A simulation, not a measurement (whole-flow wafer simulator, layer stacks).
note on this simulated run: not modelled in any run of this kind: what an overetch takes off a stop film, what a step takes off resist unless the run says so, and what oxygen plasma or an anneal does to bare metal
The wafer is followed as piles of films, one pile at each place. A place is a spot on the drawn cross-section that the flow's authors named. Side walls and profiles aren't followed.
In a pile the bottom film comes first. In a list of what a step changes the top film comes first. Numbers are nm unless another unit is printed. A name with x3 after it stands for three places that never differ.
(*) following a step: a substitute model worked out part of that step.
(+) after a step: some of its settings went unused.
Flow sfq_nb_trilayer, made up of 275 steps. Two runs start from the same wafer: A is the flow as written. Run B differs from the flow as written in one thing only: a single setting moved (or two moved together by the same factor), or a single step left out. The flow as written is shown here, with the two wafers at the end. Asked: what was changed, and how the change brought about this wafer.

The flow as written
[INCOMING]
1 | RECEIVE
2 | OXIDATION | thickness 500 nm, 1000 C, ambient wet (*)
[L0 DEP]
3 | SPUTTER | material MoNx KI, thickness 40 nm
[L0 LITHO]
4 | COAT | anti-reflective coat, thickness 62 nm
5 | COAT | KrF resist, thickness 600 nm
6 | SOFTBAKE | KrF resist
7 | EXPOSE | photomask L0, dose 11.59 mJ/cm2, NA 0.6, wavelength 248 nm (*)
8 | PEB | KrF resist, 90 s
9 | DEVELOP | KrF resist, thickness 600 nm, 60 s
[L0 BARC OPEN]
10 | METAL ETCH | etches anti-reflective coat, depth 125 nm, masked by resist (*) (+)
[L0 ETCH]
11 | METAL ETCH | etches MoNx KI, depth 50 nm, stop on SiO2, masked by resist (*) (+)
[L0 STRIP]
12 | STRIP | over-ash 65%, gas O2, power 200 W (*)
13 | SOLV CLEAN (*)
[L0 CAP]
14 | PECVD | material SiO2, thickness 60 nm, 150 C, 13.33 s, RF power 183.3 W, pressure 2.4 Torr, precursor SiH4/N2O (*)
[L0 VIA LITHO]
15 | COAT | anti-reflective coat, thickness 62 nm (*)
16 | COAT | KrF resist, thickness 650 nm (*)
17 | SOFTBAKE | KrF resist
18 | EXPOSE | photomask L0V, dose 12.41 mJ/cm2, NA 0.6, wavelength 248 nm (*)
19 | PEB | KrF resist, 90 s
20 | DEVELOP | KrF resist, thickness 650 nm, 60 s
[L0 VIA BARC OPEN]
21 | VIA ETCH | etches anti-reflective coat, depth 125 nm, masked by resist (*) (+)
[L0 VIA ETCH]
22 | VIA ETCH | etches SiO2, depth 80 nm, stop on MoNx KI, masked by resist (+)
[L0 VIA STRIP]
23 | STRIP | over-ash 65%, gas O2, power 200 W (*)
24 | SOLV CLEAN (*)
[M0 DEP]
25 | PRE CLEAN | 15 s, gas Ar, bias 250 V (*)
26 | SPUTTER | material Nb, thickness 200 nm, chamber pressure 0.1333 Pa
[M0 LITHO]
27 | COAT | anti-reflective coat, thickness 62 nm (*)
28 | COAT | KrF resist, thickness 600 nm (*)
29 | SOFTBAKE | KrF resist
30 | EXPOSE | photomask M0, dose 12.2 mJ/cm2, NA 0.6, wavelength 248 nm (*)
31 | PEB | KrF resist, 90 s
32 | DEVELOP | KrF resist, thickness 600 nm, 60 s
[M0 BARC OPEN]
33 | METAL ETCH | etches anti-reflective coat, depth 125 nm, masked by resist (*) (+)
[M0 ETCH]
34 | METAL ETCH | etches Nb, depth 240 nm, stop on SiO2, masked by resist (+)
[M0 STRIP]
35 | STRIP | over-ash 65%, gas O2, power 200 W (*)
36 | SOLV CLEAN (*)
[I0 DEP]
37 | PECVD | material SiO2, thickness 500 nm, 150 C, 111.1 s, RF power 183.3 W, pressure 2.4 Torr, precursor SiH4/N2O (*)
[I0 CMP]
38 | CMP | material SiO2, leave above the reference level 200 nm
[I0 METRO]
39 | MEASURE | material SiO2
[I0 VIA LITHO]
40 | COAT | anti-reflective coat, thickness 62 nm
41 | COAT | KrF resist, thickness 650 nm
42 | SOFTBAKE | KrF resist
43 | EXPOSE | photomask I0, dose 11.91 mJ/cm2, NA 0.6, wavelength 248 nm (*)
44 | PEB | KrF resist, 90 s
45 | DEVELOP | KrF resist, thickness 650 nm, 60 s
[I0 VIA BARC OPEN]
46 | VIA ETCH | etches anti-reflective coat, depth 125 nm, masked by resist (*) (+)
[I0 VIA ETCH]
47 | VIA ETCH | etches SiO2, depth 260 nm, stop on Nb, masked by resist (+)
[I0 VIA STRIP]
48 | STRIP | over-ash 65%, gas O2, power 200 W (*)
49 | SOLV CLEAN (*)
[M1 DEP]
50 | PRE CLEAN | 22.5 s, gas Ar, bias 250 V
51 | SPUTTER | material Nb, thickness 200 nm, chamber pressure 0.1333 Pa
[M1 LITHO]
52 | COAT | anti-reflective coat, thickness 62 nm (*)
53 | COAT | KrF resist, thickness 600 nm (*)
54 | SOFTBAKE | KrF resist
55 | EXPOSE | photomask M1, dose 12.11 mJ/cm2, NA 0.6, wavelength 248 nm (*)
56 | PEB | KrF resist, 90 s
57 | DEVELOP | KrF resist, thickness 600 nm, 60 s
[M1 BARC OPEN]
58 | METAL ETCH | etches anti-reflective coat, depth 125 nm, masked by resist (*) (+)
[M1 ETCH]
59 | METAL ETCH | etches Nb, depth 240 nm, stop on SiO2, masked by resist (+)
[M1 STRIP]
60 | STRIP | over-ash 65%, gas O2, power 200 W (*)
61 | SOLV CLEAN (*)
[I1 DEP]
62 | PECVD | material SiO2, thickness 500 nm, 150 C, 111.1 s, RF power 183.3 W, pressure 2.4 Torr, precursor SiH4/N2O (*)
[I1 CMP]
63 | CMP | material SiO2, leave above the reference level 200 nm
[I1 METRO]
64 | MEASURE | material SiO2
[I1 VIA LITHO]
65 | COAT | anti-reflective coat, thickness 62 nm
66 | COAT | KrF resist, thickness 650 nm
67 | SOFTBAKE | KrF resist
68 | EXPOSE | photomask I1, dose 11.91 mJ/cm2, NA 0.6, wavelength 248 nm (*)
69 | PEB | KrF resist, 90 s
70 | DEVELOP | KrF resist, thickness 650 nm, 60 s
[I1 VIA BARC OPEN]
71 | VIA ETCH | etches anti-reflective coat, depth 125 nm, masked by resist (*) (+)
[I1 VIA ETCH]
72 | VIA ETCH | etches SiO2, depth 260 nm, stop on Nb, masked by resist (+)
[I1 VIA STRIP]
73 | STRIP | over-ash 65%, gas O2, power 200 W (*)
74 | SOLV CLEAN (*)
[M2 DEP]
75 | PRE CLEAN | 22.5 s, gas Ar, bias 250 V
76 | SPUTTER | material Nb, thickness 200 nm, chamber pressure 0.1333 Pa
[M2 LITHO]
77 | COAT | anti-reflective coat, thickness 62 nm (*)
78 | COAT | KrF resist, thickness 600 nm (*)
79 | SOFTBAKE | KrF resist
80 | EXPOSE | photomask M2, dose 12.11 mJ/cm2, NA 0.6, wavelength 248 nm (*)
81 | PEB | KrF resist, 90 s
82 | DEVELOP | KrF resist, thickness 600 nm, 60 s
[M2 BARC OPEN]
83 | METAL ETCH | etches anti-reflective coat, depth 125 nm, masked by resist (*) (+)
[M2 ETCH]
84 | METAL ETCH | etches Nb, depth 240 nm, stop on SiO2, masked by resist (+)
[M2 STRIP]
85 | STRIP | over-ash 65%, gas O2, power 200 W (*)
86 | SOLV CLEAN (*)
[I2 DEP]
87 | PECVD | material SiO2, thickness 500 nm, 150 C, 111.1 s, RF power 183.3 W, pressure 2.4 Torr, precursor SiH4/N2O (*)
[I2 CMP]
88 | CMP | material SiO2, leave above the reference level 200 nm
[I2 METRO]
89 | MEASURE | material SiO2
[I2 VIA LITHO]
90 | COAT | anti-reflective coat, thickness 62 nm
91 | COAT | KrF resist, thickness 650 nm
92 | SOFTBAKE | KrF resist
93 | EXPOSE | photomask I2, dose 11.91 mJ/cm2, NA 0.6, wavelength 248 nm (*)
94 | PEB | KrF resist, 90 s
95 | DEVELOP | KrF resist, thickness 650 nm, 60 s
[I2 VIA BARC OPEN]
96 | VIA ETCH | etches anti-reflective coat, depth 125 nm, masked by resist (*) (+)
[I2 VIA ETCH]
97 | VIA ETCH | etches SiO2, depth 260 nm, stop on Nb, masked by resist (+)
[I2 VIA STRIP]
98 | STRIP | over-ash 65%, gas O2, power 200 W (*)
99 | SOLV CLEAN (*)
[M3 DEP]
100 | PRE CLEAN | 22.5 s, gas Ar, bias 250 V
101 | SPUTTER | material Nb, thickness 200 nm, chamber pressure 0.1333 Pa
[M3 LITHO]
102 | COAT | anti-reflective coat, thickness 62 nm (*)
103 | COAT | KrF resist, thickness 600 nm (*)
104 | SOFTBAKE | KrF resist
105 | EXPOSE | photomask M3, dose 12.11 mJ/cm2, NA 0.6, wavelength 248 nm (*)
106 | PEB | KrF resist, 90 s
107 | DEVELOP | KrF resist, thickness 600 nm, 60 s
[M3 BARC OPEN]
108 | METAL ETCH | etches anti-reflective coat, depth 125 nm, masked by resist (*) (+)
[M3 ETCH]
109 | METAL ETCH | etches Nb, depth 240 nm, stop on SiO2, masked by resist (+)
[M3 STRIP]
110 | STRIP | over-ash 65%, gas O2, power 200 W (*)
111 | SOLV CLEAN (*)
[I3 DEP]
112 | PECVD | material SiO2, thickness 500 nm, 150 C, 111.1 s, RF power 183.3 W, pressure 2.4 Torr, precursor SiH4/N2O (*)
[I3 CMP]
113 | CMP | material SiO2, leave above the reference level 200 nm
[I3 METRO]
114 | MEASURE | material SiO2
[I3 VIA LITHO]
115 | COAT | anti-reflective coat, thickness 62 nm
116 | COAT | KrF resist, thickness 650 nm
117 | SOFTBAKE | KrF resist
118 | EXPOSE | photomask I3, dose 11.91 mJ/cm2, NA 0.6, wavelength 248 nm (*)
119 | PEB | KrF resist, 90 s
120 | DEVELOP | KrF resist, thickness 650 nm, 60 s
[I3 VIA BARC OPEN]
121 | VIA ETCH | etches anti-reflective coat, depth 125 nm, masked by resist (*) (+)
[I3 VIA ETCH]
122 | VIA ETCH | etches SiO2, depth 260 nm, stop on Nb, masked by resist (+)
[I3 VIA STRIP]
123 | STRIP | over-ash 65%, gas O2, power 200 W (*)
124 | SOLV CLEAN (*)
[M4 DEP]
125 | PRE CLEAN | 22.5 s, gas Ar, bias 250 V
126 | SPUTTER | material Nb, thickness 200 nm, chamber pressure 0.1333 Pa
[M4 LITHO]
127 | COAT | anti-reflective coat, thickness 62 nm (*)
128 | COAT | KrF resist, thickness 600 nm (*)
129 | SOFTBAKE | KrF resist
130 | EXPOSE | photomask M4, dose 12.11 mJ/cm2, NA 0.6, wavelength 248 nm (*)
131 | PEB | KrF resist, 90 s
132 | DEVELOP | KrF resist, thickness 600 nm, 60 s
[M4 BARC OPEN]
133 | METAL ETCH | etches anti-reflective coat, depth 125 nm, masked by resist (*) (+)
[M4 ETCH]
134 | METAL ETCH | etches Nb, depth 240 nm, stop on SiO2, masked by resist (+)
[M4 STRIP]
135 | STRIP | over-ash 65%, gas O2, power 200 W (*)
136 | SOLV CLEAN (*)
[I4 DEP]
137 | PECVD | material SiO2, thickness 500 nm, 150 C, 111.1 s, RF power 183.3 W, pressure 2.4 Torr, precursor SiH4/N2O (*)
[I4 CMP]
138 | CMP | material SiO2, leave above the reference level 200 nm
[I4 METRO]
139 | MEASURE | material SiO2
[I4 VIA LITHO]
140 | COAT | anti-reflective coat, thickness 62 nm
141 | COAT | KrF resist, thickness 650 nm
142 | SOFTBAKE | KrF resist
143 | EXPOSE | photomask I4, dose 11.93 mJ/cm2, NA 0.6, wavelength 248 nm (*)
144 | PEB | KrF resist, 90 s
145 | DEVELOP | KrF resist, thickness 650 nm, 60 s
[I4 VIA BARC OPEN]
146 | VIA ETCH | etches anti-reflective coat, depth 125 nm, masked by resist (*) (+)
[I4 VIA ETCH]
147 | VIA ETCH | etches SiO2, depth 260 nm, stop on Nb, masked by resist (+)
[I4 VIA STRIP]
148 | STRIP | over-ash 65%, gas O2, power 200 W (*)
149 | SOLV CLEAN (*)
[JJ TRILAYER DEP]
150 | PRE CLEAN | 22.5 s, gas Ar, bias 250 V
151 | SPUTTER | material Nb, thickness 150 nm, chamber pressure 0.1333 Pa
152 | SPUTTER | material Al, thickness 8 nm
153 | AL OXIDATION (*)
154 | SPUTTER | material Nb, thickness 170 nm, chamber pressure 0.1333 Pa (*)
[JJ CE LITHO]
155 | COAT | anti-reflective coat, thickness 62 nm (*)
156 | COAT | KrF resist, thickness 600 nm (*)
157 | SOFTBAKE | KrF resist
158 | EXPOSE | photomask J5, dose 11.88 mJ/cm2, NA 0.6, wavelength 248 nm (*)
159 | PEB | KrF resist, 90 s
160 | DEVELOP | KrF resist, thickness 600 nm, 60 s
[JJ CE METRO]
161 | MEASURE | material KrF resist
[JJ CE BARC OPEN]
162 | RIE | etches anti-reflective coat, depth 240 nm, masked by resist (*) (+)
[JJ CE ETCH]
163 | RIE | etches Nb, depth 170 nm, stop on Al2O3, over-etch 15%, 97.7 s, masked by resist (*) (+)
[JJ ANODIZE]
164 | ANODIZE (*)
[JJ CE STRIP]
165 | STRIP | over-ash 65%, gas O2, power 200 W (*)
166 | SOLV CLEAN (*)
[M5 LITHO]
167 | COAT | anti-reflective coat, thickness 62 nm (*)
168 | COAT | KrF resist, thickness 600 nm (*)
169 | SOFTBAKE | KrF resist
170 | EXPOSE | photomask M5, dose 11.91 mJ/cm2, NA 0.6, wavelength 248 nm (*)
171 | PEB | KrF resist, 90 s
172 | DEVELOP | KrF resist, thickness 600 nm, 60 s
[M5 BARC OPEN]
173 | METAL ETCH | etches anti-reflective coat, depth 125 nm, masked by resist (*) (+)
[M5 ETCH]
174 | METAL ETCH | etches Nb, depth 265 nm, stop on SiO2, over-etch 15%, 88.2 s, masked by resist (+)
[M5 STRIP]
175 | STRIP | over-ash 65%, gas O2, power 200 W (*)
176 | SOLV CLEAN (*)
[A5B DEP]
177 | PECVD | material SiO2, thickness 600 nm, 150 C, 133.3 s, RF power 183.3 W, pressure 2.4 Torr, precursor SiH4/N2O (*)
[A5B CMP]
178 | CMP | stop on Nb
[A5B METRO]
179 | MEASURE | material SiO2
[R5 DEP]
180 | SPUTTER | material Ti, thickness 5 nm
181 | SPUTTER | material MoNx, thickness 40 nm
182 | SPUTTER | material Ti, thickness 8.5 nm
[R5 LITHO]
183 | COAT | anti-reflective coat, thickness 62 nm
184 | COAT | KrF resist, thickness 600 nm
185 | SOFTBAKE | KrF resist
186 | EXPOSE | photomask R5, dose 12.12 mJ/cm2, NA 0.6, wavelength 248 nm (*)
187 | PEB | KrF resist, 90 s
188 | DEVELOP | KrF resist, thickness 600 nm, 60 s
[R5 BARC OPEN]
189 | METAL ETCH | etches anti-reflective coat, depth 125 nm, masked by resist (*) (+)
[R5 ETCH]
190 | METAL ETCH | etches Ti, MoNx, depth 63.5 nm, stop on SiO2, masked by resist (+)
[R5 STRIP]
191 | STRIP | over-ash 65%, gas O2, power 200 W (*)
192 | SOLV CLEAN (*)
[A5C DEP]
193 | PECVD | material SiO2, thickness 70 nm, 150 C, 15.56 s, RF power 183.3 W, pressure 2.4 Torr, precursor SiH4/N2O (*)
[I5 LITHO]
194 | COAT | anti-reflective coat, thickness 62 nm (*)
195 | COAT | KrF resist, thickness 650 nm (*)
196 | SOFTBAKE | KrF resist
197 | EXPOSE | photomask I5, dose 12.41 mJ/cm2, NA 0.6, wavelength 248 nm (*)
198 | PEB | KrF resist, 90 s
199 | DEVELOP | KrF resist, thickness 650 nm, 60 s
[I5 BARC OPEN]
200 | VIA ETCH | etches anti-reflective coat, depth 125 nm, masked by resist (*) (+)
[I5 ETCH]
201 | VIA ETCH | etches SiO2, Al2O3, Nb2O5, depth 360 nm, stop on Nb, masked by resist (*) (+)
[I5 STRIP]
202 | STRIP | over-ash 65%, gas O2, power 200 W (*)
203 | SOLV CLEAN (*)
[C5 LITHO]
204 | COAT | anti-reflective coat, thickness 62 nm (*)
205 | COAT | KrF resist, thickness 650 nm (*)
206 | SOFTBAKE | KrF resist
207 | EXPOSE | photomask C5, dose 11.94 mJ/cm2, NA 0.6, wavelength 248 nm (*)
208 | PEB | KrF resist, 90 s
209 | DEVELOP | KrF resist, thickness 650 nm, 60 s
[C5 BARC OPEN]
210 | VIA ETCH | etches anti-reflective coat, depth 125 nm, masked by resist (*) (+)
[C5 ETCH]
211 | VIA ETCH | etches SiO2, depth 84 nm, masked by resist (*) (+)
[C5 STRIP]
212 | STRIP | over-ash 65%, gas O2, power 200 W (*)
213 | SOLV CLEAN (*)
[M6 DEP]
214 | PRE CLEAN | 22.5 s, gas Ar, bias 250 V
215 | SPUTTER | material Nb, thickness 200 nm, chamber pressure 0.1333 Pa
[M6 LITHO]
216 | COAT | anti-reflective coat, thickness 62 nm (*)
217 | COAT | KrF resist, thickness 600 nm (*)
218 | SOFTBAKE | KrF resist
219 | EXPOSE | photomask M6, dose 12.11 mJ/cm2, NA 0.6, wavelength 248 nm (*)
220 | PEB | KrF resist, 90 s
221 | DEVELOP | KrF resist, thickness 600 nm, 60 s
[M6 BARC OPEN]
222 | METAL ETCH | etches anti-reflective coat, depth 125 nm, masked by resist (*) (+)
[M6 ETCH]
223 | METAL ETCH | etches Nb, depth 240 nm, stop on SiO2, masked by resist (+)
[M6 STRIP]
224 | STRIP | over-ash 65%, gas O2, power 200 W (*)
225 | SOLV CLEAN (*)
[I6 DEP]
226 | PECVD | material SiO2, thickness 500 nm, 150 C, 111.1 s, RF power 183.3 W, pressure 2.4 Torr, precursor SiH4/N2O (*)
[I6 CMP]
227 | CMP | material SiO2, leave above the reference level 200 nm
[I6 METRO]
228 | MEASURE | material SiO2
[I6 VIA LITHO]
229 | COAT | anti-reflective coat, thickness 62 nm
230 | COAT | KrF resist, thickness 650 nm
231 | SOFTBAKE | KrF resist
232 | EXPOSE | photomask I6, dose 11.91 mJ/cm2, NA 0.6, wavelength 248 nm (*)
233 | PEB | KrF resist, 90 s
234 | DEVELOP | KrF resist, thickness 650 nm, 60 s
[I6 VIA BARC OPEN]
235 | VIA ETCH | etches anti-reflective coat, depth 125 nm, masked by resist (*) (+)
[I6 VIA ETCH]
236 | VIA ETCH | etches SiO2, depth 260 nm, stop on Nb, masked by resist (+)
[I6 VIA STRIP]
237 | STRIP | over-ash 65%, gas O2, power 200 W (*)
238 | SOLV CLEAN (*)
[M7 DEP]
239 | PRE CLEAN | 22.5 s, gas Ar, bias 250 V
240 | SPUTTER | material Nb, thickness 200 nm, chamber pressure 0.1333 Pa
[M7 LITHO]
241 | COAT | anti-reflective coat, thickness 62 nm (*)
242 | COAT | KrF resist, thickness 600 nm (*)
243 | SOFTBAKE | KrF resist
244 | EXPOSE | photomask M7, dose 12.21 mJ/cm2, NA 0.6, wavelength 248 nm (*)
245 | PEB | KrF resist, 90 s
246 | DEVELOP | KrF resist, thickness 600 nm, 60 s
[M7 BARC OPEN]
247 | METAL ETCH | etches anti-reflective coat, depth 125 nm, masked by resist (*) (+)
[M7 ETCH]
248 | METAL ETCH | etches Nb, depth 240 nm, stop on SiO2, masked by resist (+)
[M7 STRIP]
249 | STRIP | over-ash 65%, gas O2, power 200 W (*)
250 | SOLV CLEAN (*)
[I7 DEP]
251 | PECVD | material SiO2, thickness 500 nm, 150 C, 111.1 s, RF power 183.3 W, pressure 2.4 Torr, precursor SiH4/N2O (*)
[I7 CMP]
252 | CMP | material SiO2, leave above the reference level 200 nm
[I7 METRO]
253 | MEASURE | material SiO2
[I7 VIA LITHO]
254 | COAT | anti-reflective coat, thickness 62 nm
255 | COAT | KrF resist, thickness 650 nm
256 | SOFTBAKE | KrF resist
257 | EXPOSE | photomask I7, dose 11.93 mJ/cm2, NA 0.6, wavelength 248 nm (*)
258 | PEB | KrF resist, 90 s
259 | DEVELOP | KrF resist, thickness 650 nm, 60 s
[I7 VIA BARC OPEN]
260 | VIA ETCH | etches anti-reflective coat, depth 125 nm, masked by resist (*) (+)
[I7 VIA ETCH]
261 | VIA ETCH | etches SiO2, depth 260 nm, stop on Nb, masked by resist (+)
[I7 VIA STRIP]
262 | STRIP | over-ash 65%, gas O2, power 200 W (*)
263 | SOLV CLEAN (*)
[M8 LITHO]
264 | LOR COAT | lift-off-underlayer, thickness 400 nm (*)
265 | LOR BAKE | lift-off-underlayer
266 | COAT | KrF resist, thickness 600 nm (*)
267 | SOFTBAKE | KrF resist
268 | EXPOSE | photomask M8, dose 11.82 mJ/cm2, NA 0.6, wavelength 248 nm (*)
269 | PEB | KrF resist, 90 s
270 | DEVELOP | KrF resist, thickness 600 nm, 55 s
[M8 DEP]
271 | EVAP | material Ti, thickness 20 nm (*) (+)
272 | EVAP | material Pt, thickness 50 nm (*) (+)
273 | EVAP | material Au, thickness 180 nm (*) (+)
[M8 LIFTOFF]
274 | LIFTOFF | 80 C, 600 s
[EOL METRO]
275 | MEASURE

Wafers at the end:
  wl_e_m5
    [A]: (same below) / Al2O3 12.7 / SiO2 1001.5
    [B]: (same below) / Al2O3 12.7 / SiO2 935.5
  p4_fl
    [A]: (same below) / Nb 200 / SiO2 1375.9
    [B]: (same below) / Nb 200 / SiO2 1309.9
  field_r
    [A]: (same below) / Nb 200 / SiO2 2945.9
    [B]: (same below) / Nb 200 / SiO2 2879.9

What caused this: step 227, CMP: leave above the reference level 134 nm was run, while the flow as written has leave above the reference level 200 nm.

How this came from the change, step by step:
  227 | CMP | material SiO2, leave above the reference level 200 nm
      field_l, p4_fl, p4_fm and 59 more: A -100 SiO2 | B -166 SiO2
      v_sur, via_wl, via_w and 15 more: A -300 SiO2 | B -366 SiO2
      (also at 26 further places)
  236 | VIA ETCH | etches SiO2, depth 260 nm, stop on Nb, masked by resist (+)
      field_l, v_sur, via_wl and 102 more: A -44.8 KrF resist | B -34.6 KrF resist
      via_v: A -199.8 SiO2 (all of it) | B -133.8 SiO2 (all of it)
  240 | SPUTTER | material Nb, thickness 200 nm, chamber pressure 0.1333 Pa
      via_v: A +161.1 Nb | B +177.2 Nb
  241 | COAT | anti-reflective coat, thickness 62 nm (*)
      via_sp: A +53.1 anti-reflective coat (new film) | B +54.3 anti-reflective coat (new film)
      via_v: A +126 anti-reflective coat (new film) | B +110.3 anti-reflective coat (new film)
      (also at 1 further place)
  242 | COAT | KrF resist, thickness 600 nm (*)
      via_v: A +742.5 KrF resist (new film) | B +687.1 KrF resist (new film)
  249 | STRIP | over-ash 65%, gas O2, power 200 W (*)
      via_sp: A -373.6 KrF resist (all of it), -53.1 anti-reflective coat (all of it) | B -378.2 KrF resist (all of it), -54.3 anti-reflective coat (all of it)
      via_v: A -524.5 KrF resist (all of it), -126 anti-reflective coat (all of it) | B -469.2 KrF resist (all of it), -110.3 anti-reflective coat (all of it)
      (also at 1 further place)
  251 | PECVD | material SiO2, thickness 500 nm, 150 C, 111.1 s, RF power 183.3 W, pressure 2.4 Torr, precursor SiH4/N2O (*)
      via_v: A +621 SiO2 (new film) | B +512.8 SiO2 (new film)
  252 | CMP | material SiO2, leave above the reference level 200 nm
      via_v: A -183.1 SiO2 | B -157.1 SiO2
